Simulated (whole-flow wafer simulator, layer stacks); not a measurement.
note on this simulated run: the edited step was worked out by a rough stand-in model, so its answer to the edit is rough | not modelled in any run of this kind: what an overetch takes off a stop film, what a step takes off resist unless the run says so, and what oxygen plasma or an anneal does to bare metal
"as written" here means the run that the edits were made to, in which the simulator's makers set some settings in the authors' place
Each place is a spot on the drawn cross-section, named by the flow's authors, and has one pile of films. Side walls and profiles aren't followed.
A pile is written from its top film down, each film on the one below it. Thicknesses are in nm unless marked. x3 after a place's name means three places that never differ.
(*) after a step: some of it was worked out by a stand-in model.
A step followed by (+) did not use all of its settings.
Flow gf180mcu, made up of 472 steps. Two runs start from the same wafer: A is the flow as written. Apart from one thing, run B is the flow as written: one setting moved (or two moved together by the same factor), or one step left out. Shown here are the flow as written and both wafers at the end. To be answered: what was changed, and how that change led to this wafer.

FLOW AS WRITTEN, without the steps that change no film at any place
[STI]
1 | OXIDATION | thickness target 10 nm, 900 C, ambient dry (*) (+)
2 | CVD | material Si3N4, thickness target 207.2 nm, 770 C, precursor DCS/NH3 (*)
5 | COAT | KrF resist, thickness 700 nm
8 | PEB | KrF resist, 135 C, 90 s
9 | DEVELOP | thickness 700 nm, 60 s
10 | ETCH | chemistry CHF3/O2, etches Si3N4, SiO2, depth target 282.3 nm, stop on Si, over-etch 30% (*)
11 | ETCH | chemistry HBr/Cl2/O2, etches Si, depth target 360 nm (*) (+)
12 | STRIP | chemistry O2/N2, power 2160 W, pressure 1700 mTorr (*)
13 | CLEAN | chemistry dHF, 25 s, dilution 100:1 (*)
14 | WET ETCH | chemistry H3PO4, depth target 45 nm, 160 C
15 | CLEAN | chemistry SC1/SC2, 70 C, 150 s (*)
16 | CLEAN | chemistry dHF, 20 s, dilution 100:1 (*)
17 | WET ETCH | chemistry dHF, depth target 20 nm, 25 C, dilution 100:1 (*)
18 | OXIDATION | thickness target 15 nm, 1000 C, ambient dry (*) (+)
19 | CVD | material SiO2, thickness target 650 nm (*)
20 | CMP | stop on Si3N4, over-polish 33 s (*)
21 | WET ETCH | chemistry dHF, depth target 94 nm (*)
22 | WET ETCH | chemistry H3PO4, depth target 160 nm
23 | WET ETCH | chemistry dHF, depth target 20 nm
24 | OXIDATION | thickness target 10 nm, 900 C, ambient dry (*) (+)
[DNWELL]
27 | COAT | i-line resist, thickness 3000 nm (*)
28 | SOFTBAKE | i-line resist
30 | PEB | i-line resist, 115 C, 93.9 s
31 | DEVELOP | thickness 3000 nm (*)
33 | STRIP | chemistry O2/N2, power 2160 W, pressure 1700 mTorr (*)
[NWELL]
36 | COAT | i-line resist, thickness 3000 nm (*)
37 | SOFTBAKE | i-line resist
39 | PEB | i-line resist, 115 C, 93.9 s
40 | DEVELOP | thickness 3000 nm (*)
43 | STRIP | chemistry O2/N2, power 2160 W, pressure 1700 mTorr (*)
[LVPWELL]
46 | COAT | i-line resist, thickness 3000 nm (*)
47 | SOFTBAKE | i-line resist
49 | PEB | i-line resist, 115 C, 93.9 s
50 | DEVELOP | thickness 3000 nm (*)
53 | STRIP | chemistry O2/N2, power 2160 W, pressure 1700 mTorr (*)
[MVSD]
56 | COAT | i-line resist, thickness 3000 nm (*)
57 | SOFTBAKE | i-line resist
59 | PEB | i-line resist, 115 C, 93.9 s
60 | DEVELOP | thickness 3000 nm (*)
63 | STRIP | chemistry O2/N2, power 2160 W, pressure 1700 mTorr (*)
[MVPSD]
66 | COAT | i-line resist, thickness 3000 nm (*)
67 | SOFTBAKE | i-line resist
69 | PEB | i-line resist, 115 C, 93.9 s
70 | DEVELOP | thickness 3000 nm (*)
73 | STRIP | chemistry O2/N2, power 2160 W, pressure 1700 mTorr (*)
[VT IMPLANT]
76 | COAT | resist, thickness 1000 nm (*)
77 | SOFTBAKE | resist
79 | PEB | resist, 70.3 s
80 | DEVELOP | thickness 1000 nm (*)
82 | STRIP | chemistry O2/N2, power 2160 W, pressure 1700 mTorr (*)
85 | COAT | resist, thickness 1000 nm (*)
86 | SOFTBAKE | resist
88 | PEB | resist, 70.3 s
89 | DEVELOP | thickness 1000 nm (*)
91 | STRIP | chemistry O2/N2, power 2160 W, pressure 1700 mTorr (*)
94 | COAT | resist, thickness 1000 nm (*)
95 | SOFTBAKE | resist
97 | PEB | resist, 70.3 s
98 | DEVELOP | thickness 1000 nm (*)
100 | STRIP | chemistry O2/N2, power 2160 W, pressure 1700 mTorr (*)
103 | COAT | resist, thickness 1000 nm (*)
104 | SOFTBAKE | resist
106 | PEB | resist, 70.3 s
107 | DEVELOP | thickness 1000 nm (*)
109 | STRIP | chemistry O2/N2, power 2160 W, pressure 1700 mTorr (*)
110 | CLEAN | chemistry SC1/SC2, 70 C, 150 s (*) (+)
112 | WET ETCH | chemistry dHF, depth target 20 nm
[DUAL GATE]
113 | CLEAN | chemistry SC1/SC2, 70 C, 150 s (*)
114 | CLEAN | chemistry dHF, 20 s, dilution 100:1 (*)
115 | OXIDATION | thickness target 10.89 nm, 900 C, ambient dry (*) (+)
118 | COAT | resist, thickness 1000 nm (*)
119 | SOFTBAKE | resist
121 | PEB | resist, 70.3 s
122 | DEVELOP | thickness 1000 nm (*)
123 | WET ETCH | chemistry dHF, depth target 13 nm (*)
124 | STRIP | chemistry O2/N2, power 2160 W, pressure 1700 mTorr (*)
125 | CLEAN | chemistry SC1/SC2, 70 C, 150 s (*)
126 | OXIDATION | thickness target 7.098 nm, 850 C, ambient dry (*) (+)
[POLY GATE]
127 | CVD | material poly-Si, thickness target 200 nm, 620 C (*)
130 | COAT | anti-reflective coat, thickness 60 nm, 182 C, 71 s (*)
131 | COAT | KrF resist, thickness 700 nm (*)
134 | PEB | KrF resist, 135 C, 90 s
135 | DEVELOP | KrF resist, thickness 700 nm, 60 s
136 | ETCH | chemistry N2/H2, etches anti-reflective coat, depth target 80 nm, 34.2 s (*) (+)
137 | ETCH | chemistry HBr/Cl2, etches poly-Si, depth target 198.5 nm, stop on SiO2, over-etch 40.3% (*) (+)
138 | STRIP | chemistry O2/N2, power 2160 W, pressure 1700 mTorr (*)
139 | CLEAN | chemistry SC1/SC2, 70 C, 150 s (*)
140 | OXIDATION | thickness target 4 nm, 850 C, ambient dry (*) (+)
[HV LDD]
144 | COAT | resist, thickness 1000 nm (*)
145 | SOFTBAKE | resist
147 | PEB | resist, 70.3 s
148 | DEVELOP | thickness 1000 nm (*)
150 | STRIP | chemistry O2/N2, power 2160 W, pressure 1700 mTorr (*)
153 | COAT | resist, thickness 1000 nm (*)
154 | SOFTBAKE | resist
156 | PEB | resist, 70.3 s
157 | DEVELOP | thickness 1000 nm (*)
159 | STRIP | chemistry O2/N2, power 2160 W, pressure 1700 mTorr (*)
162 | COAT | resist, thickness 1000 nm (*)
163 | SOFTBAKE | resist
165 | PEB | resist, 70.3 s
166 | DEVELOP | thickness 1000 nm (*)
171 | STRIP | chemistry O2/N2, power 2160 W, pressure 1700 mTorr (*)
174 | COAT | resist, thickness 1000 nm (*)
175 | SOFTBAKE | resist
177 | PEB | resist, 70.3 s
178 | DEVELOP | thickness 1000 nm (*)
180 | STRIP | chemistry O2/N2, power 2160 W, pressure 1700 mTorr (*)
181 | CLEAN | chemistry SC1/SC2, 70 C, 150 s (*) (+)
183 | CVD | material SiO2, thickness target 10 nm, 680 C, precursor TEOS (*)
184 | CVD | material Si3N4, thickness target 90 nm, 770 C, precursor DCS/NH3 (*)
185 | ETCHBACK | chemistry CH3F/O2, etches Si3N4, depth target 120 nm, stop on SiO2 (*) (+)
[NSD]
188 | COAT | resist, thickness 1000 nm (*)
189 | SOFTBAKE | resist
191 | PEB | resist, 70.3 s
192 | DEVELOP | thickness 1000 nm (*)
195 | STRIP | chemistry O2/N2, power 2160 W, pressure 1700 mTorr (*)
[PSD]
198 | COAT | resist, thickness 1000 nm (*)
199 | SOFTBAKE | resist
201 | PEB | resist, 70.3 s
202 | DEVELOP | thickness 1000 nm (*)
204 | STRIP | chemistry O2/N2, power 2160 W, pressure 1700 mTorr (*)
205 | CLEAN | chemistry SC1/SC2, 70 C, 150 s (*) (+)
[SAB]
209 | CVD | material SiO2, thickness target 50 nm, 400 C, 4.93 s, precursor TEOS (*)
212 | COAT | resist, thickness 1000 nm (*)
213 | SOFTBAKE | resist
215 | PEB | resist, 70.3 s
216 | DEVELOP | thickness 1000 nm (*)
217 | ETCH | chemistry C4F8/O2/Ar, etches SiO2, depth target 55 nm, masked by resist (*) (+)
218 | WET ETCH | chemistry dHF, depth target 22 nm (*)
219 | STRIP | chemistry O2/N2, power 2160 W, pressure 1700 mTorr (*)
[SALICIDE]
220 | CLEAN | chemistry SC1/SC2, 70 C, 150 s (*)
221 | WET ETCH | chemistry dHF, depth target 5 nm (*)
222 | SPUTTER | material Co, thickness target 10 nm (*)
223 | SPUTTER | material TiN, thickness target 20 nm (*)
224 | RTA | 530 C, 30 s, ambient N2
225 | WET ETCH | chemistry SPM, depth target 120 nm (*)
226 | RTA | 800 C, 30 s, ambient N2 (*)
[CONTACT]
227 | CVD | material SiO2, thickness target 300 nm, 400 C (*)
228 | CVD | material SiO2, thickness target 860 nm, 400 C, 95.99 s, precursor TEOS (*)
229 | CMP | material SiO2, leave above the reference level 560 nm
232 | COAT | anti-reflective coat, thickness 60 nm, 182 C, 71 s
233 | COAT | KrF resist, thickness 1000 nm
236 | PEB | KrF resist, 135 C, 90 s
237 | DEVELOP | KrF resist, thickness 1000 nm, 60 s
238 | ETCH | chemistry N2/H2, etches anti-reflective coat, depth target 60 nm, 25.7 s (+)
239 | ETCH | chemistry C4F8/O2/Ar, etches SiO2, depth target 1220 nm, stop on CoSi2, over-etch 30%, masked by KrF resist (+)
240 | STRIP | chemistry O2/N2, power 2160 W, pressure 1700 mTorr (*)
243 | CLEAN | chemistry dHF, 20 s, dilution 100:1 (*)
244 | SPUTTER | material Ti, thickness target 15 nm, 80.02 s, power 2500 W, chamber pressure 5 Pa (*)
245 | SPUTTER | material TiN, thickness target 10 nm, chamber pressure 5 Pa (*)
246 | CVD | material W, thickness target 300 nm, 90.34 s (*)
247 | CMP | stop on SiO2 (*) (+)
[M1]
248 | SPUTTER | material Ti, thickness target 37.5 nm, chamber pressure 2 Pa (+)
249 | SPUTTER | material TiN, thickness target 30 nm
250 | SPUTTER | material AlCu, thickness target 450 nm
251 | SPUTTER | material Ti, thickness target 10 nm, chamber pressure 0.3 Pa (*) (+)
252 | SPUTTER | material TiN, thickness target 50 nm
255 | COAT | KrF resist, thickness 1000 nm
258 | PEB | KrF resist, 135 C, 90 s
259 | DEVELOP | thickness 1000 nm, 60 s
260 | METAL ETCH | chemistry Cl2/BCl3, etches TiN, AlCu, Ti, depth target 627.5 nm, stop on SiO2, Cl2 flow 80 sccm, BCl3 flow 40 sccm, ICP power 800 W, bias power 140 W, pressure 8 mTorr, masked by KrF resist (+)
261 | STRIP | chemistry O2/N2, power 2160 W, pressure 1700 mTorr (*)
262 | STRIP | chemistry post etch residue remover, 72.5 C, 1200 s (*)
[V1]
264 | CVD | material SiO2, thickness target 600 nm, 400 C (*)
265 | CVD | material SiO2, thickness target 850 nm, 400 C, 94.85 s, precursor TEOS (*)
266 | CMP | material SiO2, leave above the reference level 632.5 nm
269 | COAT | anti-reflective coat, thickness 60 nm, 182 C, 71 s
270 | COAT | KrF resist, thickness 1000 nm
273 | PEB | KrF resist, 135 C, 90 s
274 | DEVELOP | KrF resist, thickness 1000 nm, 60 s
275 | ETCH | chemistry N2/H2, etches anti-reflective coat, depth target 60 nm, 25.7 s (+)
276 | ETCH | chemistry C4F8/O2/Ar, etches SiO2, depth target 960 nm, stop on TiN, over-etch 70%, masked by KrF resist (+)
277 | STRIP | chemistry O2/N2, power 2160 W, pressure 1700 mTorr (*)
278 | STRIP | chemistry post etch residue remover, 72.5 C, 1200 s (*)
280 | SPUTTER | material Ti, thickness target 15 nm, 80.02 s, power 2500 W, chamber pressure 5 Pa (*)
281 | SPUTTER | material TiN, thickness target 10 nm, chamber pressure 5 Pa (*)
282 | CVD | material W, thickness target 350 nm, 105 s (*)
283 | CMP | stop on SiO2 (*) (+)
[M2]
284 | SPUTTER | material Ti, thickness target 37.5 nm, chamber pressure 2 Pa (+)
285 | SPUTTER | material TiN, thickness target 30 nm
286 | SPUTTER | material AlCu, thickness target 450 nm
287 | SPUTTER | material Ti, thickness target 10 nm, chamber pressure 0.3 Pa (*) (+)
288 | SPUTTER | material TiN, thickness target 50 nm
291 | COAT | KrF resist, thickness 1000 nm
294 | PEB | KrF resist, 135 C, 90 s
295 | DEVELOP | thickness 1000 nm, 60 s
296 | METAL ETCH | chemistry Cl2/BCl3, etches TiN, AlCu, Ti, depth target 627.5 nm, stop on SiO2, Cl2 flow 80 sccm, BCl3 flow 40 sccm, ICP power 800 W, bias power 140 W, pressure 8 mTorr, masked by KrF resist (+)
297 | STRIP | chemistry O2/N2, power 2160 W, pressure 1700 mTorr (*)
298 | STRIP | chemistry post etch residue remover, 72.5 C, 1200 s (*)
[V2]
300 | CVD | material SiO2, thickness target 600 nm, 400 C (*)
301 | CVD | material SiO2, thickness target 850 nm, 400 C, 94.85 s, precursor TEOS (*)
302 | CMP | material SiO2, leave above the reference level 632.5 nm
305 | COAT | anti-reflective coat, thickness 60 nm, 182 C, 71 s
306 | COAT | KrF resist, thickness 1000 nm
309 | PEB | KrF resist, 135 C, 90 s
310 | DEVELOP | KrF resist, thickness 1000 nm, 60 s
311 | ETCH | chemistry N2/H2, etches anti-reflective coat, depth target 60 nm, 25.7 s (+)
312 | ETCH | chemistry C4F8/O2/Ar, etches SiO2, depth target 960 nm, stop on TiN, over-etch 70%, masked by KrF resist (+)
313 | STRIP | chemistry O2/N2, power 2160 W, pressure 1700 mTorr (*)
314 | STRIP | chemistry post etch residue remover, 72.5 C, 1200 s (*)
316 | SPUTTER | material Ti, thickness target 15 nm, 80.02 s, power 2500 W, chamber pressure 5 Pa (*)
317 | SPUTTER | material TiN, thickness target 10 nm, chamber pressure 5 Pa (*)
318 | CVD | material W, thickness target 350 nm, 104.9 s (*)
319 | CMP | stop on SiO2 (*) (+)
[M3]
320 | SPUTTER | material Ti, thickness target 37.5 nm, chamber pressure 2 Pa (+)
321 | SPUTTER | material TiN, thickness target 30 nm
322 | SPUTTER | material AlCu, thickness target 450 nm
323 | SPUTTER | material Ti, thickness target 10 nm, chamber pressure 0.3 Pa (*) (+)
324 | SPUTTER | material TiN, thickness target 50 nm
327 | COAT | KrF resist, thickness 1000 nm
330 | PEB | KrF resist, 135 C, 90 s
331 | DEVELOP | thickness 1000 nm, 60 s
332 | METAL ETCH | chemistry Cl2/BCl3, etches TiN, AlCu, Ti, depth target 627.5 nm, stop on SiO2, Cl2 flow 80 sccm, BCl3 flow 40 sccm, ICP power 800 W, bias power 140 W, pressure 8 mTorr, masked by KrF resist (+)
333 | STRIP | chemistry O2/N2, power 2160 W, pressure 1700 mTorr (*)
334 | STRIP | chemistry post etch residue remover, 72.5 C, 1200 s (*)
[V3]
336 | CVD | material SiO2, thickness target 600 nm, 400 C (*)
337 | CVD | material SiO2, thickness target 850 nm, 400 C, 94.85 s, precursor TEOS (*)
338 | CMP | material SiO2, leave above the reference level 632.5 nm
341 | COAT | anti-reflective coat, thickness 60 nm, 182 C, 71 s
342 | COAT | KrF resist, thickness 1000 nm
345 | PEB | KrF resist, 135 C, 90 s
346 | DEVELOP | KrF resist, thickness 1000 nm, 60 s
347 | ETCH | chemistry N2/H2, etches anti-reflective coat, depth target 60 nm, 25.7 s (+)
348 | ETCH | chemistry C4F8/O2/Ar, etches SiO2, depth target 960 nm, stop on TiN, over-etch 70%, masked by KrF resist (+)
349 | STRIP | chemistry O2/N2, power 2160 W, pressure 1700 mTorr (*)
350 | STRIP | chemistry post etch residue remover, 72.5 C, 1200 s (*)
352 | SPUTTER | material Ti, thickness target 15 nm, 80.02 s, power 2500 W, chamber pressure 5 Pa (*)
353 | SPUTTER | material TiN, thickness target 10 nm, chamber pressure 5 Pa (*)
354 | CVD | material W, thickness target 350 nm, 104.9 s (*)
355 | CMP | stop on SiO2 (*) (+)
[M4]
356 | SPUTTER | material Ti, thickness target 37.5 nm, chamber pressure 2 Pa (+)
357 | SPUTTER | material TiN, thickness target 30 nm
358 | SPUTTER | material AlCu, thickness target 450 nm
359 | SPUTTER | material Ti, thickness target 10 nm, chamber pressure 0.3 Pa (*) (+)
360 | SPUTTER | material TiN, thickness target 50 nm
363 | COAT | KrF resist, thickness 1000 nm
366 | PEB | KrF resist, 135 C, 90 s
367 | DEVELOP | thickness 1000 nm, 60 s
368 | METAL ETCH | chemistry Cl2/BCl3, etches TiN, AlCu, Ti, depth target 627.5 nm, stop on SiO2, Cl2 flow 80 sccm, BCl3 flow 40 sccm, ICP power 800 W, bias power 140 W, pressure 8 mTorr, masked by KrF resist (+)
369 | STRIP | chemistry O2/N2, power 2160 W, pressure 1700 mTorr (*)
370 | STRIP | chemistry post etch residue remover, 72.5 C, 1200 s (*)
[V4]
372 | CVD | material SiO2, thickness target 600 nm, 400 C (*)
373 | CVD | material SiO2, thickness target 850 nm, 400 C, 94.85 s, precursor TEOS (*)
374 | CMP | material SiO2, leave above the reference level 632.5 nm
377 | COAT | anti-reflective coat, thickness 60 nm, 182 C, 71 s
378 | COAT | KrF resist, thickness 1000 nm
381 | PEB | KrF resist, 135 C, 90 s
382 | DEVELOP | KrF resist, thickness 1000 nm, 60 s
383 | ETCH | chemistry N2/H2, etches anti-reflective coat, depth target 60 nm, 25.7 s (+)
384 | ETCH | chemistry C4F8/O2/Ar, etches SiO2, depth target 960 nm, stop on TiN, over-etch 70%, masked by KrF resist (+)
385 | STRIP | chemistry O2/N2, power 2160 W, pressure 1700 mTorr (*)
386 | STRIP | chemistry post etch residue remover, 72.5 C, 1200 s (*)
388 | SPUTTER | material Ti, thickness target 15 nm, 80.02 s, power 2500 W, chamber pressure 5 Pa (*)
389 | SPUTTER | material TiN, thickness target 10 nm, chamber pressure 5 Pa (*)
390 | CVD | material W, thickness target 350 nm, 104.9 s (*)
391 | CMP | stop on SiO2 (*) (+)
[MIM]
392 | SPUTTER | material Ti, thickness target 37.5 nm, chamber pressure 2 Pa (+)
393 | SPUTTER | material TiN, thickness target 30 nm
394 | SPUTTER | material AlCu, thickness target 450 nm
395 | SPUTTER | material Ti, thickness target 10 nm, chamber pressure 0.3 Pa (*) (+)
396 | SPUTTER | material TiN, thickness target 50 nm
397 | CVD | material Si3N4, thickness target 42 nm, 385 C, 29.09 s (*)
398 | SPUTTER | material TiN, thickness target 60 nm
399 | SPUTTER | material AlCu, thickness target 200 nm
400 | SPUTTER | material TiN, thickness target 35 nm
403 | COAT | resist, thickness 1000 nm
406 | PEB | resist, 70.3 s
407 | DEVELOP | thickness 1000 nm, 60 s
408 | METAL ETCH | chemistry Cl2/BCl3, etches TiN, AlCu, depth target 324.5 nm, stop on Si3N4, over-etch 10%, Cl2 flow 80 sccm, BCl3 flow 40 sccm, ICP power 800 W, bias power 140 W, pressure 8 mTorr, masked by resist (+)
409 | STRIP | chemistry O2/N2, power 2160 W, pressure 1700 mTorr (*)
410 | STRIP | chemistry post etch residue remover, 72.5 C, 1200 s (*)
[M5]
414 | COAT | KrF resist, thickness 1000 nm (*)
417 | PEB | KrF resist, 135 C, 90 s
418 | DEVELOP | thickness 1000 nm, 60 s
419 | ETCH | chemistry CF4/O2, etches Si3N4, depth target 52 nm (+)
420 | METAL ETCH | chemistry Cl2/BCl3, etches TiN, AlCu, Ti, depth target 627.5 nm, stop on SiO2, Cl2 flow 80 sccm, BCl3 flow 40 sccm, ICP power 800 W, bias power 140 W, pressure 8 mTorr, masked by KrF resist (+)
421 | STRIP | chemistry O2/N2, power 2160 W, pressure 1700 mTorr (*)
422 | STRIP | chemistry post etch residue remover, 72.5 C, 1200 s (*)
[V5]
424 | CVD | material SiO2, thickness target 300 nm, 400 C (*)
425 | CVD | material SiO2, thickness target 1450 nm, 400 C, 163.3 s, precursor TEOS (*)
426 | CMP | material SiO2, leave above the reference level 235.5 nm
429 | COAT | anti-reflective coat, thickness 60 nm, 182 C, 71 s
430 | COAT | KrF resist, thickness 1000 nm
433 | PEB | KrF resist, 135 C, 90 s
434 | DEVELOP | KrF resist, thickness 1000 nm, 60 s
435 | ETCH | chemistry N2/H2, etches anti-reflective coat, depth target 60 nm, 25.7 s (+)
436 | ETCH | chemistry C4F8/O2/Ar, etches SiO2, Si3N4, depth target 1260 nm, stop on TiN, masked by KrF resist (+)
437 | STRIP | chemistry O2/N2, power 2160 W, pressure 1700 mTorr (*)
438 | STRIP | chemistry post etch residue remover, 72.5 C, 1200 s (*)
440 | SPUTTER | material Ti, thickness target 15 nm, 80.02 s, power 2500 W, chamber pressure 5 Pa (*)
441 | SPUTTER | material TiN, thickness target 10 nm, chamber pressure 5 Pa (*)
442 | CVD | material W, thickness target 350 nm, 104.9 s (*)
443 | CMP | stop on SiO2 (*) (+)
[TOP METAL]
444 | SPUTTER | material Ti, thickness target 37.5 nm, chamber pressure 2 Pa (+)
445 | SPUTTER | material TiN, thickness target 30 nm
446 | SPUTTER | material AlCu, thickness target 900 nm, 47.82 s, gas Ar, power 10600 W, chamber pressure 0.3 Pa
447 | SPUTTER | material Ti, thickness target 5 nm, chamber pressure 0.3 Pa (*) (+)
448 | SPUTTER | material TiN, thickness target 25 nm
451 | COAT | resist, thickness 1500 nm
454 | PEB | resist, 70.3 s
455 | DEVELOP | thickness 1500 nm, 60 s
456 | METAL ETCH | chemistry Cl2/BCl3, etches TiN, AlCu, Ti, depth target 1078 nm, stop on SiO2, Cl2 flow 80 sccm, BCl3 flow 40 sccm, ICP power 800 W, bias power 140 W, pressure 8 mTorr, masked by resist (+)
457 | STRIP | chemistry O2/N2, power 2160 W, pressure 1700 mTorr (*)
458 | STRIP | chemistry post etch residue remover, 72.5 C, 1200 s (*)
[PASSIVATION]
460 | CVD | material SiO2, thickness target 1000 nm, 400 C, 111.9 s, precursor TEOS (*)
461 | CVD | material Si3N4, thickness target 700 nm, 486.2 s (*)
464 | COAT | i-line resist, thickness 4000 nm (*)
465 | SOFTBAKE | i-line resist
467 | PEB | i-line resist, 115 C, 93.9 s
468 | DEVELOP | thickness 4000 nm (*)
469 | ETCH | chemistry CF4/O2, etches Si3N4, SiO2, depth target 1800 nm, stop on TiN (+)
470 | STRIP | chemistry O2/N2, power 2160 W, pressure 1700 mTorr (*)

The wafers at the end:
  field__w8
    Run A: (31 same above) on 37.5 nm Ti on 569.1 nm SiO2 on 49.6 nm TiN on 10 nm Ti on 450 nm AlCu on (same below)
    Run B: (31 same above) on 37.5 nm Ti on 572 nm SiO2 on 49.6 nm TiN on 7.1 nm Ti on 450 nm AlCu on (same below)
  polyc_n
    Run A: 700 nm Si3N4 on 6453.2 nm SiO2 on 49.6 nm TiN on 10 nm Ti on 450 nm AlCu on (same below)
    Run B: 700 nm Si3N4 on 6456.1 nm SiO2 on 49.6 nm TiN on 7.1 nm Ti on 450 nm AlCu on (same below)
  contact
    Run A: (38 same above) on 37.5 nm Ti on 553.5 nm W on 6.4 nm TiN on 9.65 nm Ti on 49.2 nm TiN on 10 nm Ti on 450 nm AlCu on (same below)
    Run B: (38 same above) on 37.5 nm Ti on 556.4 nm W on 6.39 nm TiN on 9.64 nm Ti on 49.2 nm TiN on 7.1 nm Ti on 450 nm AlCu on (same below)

What caused this: step 251, SPUTTER: thickness target 7.1 nm was run, while the flow as written has thickness target 10 nm.
The wafer lets one read it off: field__w8 has Ti 7.1, and step 251 as written asks for 10 nm.

The path from the change to this, step by step:
  251 | SPUTTER | material Ti, thickness target 10 nm, chamber pressure 0.3 Pa (*) (+)
      field, field__w1, field__w2 and 108 more: A Ti gains 10 (new film) | B Ti gains 7.1 (new film)
  260 | METAL ETCH | chemistry Cl2/BCl3, etches TiN, AlCu, Ti, depth target 627.5 nm, stop on SiO2, Cl2 flow 80 sccm, BCl3 flow 40 sccm, ICP power 800 W, bias power 140 W, pressure 8 mTorr, masked by KrF resist (+)
      field, field__w1, field__w2 and 99 more: A TiN loses 50 (all of it), Ti loses 10 (all of it), AlCu loses 450 (all of it), TiN loses 30 (all of it), Ti loses 37.5 (all of it) | B TiN loses 50 (all of it), Ti loses 7.1 (all of it), AlCu loses 450 (all of it), TiN loses 30 (all of it), Ti loses 37.5 (all of it)
